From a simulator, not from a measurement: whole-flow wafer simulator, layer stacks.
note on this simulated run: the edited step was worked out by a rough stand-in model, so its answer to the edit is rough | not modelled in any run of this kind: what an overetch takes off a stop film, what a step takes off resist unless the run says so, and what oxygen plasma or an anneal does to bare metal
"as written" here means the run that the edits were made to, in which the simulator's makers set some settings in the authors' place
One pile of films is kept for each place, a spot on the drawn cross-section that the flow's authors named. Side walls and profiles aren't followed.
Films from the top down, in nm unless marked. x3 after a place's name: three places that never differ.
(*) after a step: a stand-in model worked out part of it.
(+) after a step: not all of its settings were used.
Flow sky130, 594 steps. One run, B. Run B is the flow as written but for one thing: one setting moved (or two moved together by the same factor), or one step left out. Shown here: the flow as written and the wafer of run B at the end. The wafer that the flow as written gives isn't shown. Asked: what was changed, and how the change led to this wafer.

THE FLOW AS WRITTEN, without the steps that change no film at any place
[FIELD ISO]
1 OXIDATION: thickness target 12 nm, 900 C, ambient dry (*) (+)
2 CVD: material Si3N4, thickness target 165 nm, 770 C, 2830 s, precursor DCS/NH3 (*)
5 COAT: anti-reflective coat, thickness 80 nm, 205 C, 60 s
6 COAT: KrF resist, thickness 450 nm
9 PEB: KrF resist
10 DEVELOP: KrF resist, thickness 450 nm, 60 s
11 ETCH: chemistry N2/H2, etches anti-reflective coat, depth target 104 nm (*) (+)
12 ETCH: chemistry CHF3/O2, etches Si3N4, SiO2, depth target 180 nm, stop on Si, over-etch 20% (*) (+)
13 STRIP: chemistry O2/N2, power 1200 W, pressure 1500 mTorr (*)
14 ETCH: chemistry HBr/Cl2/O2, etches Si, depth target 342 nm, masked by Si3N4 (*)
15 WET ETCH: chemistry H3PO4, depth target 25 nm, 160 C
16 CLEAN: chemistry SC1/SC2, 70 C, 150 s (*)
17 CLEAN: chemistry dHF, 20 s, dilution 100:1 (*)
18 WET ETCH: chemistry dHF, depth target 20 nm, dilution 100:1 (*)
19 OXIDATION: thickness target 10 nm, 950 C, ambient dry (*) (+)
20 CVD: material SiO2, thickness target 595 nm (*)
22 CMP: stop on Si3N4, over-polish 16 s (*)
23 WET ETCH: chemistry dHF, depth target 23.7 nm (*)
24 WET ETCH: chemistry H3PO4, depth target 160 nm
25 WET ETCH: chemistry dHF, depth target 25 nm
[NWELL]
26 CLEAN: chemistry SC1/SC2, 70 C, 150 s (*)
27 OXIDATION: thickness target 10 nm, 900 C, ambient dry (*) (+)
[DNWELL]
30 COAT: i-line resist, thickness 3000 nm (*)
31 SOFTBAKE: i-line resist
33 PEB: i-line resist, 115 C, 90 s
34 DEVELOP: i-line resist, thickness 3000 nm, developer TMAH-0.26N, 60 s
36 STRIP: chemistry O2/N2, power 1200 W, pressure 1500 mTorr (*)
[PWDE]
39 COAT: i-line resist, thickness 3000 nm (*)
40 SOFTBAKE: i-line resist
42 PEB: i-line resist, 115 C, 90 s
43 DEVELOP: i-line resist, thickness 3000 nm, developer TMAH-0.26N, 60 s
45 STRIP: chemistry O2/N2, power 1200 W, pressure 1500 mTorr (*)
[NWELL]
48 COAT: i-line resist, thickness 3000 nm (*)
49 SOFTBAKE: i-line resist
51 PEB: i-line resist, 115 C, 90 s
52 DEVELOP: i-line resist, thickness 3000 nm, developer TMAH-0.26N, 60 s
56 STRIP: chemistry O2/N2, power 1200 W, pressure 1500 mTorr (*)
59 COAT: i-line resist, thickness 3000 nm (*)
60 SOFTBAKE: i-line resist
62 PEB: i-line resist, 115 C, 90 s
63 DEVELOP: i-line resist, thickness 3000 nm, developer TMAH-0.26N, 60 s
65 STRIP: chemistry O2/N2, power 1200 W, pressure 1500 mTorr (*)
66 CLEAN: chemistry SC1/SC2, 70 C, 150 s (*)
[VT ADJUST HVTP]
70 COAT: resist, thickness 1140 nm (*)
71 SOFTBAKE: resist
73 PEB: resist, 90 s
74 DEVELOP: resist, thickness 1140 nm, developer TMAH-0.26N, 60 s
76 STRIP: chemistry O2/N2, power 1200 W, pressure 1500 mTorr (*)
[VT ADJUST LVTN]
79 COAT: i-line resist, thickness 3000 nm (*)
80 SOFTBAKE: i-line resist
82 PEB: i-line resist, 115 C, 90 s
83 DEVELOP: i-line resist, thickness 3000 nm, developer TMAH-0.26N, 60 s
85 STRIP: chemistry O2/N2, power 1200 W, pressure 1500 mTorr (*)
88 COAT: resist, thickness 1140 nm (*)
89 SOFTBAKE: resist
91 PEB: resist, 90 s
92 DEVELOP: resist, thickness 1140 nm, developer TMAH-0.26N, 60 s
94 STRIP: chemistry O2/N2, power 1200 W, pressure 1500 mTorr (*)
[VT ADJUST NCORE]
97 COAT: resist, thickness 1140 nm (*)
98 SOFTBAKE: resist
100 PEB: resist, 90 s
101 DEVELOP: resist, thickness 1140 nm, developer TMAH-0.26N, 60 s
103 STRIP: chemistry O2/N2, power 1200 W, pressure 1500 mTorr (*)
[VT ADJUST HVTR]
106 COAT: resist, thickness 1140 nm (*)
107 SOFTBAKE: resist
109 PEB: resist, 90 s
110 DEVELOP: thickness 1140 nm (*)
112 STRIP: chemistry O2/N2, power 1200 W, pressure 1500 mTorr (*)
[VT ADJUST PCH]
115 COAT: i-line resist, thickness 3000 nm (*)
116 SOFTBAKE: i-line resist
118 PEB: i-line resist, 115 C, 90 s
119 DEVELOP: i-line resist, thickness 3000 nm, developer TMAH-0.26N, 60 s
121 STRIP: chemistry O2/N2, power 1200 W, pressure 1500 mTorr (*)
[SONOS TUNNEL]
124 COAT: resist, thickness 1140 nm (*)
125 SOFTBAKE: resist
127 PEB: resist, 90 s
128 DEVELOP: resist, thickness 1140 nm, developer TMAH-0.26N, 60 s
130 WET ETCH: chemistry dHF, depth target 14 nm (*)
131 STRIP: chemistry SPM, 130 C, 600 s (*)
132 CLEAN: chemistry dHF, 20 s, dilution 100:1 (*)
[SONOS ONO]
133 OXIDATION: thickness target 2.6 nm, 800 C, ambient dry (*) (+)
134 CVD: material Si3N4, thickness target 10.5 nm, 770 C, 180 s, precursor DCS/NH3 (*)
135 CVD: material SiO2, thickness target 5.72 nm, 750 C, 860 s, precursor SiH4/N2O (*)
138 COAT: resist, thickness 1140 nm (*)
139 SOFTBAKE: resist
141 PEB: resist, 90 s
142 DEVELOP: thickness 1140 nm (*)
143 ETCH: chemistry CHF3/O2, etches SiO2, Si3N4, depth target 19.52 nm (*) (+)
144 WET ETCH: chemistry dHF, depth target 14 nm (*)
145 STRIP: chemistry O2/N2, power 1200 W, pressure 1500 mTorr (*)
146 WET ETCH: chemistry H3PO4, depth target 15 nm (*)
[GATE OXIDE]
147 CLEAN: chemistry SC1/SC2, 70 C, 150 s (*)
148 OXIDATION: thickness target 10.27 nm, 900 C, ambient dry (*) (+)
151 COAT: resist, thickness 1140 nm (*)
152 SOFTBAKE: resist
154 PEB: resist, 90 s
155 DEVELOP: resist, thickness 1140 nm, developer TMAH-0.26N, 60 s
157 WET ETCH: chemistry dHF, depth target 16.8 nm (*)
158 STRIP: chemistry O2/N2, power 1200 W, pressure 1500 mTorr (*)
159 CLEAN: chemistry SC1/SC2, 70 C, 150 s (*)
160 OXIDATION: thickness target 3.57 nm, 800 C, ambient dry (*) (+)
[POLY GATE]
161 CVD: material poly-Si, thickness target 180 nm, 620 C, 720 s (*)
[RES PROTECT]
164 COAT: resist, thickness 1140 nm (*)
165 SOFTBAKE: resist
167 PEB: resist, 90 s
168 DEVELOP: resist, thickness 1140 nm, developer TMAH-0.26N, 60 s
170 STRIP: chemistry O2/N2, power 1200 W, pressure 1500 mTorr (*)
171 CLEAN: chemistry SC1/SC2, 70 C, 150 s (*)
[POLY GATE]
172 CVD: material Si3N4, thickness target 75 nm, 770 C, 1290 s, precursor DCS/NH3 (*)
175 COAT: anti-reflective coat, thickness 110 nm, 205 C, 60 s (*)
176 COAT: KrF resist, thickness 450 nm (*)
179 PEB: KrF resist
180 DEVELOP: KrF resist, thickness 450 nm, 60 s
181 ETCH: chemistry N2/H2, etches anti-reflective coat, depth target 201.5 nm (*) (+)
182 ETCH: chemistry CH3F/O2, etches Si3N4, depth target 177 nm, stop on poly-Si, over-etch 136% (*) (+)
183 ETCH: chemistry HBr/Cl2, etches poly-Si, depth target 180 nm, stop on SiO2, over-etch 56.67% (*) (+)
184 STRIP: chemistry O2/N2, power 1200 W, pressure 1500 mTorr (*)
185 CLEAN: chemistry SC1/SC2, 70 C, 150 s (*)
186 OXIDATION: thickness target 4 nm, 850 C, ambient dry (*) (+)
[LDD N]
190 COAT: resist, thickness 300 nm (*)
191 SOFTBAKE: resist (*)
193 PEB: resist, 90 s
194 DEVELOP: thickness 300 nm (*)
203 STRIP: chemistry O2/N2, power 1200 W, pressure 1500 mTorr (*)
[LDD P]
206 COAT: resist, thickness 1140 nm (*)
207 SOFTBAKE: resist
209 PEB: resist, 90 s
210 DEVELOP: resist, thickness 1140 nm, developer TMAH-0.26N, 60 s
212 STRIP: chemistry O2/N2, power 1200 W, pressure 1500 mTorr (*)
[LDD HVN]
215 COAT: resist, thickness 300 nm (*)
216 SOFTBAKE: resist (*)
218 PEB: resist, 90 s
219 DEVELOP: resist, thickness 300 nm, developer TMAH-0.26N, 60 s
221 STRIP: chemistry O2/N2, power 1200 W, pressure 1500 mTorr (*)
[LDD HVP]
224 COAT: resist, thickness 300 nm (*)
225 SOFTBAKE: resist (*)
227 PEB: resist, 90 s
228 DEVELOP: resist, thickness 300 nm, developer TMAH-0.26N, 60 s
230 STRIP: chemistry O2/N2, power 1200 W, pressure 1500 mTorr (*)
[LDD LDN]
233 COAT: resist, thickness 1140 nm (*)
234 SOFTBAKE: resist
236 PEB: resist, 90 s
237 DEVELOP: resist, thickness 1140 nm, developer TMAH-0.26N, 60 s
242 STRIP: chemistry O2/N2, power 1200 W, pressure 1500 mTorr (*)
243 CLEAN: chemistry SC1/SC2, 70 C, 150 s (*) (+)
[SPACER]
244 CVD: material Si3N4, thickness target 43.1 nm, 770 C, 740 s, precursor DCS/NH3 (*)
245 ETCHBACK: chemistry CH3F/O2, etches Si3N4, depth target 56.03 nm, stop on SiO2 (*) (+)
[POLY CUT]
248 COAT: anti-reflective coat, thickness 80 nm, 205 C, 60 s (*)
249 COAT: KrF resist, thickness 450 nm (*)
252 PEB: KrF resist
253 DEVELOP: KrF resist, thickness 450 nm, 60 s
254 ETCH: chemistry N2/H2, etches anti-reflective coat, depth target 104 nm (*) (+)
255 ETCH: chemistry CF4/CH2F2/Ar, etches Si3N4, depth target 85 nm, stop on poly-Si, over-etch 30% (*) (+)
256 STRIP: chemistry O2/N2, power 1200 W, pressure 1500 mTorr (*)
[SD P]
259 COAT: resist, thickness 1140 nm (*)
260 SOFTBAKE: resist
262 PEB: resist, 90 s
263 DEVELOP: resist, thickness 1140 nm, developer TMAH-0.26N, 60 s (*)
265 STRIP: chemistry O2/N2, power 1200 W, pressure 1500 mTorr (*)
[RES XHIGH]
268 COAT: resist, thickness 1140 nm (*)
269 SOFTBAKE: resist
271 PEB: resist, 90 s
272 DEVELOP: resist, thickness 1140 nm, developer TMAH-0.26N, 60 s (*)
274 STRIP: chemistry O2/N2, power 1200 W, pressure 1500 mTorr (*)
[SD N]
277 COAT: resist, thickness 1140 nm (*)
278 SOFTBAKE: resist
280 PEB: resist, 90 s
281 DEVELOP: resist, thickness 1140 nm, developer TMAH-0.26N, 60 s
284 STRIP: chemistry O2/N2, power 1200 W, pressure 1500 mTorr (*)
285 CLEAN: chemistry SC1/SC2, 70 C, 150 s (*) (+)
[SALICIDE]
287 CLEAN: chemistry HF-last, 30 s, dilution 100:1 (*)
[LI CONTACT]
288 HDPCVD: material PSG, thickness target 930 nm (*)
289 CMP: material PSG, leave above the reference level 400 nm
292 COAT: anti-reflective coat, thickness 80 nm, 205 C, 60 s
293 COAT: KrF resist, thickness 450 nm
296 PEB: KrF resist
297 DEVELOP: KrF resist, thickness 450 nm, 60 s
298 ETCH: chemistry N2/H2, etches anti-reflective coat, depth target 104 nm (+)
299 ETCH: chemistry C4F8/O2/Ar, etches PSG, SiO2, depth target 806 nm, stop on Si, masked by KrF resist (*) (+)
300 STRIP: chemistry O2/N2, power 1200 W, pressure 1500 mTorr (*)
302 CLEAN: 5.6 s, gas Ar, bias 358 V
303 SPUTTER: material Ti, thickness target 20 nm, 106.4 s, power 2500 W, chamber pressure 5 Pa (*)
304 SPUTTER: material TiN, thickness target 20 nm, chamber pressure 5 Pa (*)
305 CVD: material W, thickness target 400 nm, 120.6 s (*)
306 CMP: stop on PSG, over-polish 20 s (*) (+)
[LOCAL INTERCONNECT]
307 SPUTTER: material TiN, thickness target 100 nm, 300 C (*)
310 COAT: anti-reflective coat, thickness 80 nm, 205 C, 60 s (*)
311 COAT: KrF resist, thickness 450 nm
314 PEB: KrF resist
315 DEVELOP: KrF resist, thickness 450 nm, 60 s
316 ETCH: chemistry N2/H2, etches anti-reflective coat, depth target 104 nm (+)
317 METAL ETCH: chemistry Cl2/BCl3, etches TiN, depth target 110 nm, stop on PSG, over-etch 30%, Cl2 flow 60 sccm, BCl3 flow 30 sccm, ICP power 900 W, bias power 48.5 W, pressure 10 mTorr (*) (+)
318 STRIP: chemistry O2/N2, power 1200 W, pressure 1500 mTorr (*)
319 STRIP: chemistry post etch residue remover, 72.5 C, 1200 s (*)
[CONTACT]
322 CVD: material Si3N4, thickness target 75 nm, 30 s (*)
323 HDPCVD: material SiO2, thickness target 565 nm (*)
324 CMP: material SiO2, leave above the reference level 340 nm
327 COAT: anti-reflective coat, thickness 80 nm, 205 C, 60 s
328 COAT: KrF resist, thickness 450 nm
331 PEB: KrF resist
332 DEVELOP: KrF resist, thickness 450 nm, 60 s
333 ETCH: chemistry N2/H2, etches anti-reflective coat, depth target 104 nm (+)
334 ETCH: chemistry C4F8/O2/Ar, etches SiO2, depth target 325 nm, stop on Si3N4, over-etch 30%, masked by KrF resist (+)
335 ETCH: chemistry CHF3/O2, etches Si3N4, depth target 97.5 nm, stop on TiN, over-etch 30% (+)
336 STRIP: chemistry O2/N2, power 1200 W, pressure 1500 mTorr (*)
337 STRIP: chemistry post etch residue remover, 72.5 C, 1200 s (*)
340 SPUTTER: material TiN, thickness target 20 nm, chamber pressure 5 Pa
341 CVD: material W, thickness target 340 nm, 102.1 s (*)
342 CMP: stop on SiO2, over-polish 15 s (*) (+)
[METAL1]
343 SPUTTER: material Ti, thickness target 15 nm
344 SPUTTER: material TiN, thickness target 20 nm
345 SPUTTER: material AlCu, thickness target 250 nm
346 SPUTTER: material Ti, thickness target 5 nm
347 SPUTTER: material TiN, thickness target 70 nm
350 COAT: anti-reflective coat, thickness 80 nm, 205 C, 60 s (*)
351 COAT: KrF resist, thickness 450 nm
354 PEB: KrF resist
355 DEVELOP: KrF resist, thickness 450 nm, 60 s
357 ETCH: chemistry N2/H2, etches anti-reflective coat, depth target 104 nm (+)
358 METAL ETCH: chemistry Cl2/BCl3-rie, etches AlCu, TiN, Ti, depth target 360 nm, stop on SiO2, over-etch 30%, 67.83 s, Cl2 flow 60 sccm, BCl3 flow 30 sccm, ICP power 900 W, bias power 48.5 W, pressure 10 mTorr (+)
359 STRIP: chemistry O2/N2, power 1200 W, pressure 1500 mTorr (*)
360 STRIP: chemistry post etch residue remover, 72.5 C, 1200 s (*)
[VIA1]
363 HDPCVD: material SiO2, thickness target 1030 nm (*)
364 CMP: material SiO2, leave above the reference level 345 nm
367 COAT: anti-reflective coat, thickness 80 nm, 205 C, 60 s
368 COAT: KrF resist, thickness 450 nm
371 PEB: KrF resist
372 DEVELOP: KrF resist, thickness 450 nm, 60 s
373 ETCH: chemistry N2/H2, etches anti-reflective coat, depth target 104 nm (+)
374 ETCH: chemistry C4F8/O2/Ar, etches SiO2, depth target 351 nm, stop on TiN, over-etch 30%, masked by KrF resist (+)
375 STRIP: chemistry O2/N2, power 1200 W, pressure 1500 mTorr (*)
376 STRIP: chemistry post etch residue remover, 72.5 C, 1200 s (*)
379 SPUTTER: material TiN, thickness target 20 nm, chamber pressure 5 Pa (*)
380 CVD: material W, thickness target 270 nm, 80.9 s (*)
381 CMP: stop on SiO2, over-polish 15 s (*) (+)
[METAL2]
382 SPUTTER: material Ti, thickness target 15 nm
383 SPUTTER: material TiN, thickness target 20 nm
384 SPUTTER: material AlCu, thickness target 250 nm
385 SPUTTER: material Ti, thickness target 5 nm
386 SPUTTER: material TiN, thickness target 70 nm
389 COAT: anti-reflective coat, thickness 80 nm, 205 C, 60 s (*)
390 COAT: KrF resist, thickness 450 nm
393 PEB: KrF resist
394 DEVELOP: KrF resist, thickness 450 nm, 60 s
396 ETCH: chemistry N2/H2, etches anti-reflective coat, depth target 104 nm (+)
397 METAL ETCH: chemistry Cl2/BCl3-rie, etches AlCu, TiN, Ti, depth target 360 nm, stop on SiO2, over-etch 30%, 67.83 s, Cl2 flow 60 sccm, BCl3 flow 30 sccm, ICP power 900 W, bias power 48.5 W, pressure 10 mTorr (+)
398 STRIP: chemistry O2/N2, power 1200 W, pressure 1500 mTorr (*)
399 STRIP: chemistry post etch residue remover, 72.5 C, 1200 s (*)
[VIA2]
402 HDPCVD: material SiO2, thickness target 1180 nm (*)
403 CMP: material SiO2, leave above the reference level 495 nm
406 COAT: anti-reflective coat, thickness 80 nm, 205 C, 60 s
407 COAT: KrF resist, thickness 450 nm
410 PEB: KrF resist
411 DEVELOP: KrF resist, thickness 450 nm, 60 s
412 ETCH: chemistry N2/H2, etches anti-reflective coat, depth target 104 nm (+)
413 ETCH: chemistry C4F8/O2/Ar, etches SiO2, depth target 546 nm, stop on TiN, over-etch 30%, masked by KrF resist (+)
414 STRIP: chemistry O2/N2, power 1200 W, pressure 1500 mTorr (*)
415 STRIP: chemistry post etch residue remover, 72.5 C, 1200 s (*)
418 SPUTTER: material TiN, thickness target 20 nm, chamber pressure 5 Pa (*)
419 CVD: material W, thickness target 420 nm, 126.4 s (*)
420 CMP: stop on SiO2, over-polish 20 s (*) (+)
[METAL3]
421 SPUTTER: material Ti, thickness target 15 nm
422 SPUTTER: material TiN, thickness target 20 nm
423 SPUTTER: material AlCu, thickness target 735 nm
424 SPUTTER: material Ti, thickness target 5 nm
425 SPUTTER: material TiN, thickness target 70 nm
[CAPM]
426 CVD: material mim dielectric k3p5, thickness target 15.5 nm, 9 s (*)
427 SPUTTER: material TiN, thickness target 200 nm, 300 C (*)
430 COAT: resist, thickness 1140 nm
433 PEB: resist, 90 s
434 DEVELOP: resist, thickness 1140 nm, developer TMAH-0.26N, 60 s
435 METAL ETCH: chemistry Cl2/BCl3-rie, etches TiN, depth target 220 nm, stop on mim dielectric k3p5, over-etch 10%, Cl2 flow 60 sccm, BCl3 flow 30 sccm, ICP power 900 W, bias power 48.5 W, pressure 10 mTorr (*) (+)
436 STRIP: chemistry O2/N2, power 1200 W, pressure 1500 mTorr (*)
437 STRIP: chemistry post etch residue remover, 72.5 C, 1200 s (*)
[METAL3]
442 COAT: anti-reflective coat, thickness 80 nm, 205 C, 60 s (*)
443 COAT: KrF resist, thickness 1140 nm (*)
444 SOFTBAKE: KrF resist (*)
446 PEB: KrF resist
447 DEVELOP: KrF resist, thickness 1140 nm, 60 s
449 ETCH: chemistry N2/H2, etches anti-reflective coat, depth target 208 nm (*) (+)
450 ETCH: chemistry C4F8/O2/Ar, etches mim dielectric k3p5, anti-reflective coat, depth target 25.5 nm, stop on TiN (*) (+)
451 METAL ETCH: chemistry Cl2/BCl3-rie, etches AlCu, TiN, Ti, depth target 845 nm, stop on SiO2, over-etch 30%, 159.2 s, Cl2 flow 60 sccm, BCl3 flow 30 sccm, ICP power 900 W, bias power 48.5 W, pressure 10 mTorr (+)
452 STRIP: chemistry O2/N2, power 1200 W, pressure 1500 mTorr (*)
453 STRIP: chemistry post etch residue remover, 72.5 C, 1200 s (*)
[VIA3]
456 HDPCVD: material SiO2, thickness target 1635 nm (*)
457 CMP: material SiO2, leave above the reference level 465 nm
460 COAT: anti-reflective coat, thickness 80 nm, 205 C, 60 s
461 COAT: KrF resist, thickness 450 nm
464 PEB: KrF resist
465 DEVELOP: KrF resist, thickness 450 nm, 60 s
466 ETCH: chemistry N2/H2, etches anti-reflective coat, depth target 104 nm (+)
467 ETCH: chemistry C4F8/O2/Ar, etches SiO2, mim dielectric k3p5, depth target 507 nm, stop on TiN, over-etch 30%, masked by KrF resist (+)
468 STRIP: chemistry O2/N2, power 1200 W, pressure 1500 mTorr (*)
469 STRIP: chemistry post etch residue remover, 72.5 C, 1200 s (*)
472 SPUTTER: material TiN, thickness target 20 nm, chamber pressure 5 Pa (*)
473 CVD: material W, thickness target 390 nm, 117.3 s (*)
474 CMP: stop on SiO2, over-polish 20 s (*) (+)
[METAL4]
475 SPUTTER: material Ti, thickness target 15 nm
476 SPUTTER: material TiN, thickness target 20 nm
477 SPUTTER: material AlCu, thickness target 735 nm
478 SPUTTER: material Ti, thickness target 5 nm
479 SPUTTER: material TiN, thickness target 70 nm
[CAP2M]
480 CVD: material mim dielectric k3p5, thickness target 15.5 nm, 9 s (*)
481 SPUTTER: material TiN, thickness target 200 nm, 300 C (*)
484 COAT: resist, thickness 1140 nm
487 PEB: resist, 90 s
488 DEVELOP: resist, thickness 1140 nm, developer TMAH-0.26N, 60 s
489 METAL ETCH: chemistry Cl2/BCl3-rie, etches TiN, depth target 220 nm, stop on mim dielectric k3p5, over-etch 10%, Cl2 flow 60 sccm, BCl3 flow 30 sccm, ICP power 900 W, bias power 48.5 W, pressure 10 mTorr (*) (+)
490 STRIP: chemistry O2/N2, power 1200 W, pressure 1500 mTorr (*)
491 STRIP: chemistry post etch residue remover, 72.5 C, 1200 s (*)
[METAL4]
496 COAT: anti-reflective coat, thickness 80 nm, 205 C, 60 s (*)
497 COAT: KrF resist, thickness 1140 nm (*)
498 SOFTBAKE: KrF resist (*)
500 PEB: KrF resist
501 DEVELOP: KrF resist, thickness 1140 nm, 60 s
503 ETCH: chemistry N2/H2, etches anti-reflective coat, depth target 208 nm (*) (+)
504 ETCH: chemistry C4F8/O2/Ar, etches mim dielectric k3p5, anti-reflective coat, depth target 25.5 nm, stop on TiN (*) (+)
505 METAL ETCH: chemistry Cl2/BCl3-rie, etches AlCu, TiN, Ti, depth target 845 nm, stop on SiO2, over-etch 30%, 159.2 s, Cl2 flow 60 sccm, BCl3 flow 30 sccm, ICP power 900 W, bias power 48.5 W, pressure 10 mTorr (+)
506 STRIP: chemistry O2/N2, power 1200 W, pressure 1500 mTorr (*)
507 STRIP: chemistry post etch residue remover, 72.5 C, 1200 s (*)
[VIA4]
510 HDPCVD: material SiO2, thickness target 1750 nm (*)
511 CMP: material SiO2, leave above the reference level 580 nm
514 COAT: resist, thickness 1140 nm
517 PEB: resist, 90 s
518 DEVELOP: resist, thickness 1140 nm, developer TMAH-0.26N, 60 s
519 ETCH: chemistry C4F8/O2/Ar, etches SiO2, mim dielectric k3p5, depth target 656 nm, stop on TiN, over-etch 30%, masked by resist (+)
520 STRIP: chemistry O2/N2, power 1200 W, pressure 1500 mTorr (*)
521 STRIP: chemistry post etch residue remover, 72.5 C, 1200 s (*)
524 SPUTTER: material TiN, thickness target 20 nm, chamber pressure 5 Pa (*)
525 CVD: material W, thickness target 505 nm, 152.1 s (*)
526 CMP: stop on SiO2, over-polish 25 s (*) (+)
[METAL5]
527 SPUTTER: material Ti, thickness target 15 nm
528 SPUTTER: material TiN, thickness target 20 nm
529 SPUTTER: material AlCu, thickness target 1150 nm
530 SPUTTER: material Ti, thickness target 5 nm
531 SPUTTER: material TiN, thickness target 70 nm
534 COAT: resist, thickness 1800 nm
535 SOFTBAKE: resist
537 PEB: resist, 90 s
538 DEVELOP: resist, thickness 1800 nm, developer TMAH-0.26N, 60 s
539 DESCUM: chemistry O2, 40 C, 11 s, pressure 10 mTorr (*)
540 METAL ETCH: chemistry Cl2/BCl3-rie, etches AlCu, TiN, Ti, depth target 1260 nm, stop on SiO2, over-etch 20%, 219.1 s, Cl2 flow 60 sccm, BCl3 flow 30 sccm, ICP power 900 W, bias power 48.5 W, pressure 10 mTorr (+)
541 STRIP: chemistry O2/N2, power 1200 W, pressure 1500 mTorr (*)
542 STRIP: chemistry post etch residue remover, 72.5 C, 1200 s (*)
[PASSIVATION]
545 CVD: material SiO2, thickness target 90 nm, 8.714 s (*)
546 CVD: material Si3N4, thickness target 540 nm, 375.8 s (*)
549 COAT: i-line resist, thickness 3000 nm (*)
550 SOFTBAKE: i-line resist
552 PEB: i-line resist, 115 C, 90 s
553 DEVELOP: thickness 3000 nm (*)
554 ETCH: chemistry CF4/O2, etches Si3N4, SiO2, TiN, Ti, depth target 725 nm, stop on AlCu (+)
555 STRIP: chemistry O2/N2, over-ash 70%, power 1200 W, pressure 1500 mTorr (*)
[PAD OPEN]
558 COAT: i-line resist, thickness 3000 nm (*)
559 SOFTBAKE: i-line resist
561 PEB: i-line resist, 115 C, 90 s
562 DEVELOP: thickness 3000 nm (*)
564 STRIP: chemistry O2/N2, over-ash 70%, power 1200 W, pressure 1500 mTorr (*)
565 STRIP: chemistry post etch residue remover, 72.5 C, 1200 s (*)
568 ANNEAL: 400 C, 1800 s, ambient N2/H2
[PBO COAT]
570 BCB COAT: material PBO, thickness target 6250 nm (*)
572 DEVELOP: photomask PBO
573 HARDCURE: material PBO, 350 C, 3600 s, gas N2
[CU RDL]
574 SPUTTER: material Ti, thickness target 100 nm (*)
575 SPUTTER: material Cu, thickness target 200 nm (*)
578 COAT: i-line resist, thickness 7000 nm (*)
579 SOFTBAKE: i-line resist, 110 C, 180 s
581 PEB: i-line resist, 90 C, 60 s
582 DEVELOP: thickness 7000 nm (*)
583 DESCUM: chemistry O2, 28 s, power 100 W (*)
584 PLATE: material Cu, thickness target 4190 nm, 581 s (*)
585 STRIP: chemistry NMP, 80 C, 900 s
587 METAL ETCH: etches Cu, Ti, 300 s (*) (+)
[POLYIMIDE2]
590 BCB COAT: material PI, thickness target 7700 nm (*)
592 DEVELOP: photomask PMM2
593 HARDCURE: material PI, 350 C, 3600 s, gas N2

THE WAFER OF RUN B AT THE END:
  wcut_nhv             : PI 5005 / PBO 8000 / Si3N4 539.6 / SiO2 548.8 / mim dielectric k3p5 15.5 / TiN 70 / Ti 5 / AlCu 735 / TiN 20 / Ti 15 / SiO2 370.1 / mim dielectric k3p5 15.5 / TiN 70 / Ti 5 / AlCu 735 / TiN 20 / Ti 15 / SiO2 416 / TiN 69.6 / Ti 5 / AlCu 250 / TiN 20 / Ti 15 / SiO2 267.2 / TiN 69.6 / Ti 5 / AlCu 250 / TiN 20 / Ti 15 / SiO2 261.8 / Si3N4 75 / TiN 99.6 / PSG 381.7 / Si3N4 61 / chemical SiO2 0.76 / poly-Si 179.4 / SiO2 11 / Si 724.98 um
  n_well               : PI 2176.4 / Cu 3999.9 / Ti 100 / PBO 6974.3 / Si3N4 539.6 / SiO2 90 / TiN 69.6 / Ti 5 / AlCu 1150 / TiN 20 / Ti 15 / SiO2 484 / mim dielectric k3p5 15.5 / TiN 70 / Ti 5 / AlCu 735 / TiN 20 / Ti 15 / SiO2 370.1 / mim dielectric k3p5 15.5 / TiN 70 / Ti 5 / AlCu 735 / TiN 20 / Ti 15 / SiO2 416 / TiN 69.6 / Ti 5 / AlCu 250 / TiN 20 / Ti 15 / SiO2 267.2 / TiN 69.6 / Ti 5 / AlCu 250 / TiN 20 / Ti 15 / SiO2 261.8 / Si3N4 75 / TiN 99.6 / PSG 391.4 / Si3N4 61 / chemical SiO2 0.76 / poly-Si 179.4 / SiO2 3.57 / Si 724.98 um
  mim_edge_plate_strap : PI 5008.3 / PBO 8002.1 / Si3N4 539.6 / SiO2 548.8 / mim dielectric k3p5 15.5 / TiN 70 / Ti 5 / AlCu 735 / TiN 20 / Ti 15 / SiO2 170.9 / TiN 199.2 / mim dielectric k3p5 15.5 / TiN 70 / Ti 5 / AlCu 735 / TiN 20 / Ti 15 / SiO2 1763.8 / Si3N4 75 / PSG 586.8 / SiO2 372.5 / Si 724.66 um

The cause: step 570, BCB COAT: thickness target 10000 nm was run, where the flow has thickness target 6250 nm.

How the change led to this, step by step:
  570 BCB COAT: material PBO, thickness target 6250 nm (*)
      dice_street, vpp_sp, vpp_ln and 71 more: PBO +10 um (new film) (as written it would be: PBO +6250 (new film))
      field, active, spacer and 14 more: PBO +10.01 um (new film) (as written it would be: PBO +6257.1 (new film))
      (and at 102 more places)
  572 DEVELOP: photomask PBO
      pad: PBO -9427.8 (all of it) (as written it would be: PBO -5678.7 (all of it))
  573 HARDCURE: material PBO, 350 C, 3600 s, gas N2
      dice_street, vpp_sp, vpp_ln and 71 more: PBO -2000 (as written it would be: PBO -1250)
      field, gate_lvt_sd, active_lvt, spacer_lvt: PBO -2001.7 (as written it would be: PBO -1251.7)
      (and at 114 more places)
  574 SPUTTER: material Ti, thickness target 100 nm (*)
      active_hv5: Ti +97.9 (new film) (as written it would be: Ti +100 (new film))
  578 COAT: i-line resist, thickness 7000 nm (*)
      pad: i-line resist +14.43 um (new film) (as written it would be: i-line resist +11.43 um (new film))
  579 SOFTBAKE: i-line resist, 110 C, 180 s
      iso_guard: i-line resist -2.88 (as written it would be: i-line resist +0.64)
      npn_par_e: i-line resist -2.94 (as written it would be: i-line resist +0.35)
      (and at 105 more places)
  581 PEB: i-line resist, 90 C, 60 s
      pad: i-line resist -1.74 (as written it would be: i-line resist -0.61)
  582 DEVELOP: thickness 7000 nm (*)
      pad: i-line resist -14.43 um (all of it) (as written it would be: i-line resist -11.43 um (all of it))
  590 BCB COAT: material PI, thickness target 7700 nm (*)
      pad: PI +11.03 um (new film) (as written it would be: PI +8030.8 (new film))
  592 DEVELOP: photomask PMM2
      pad: PI -11.03 um (all of it) (as written it would be: PI -8030.8 (all of it))
